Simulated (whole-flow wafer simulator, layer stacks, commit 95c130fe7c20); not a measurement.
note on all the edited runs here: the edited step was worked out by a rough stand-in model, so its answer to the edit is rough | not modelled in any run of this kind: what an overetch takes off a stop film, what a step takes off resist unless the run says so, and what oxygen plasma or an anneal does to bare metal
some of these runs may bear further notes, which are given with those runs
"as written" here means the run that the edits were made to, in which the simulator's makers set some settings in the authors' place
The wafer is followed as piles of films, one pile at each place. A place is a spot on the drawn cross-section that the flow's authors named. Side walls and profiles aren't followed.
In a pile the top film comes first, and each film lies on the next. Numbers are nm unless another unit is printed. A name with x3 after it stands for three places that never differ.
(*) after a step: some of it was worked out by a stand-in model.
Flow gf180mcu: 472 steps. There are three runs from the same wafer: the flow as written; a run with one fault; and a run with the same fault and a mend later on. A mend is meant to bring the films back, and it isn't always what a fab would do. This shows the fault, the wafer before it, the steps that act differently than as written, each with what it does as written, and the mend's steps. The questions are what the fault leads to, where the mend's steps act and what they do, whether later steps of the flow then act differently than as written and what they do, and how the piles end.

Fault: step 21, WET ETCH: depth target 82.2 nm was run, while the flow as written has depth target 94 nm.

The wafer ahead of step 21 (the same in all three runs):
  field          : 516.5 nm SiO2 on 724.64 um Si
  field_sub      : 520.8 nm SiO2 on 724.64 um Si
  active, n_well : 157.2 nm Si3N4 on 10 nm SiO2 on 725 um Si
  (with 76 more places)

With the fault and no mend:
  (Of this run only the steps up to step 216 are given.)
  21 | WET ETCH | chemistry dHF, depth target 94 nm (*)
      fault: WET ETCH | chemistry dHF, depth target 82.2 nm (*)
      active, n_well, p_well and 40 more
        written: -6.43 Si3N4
        fault: -5.63 Si3N4
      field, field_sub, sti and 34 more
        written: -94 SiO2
        fault: -82.2 SiO2
  Steps later in the flow that act otherwise than as written (77 more steps, not shown, differ only slightly: by at most 2% or 0.5 nm, whichever is larger):
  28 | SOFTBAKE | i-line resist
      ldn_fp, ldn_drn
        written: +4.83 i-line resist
        fault: +6.24 i-line resist
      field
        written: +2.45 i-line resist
        fault: +3.31 i-line resist
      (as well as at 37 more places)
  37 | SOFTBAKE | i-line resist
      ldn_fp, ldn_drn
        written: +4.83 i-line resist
        fault: +6.24 i-line resist
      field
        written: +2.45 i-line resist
        fault: +3.31 i-line resist
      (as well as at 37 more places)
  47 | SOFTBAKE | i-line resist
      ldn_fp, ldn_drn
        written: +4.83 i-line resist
        fault: +6.24 i-line resist
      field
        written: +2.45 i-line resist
        fault: +3.31 i-line resist
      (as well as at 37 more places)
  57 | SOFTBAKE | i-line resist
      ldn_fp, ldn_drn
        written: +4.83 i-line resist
        fault: +6.24 i-line resist
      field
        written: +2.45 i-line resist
        fault: +3.31 i-line resist
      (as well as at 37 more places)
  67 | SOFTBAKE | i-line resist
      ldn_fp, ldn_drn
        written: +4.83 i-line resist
        fault: +6.24 i-line resist
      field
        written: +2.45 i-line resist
        fault: +3.31 i-line resist
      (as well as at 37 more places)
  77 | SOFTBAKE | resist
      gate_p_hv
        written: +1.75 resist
        fault: +2.37 resist
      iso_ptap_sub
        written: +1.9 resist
        fault: +2.45 resist
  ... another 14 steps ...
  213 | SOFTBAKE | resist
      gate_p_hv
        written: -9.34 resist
        fault: -8.71 resist
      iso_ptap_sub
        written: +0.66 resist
        fault: +1.21 resist
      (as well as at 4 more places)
  Once step 216 is done, the piles at field, field__w1, field__w2 and 65 more depart from the flow's by more than 2% or 0.5 nm, whichever is larger.
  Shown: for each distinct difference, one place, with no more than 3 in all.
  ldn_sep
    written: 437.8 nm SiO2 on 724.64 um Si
    fault: 449.6 nm SiO2 on 724.64 um Si
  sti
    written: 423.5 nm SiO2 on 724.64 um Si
    fault: 435.3 nm SiO2 on 724.64 um Si
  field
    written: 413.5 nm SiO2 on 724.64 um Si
    fault: 425.3 nm SiO2 on 724.64 um Si

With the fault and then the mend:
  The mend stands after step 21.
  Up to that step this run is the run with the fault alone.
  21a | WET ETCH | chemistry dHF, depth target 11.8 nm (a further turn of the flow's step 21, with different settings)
      field, field_sub, sti and 34 more
        -11.8 SiO2
  Later steps of the flow that are run all act as written at every place that is followed, up to a difference of at most 2% or 0.5 nm, whichever is larger.
  At every place that both follow, the piles at the end match the flow's.
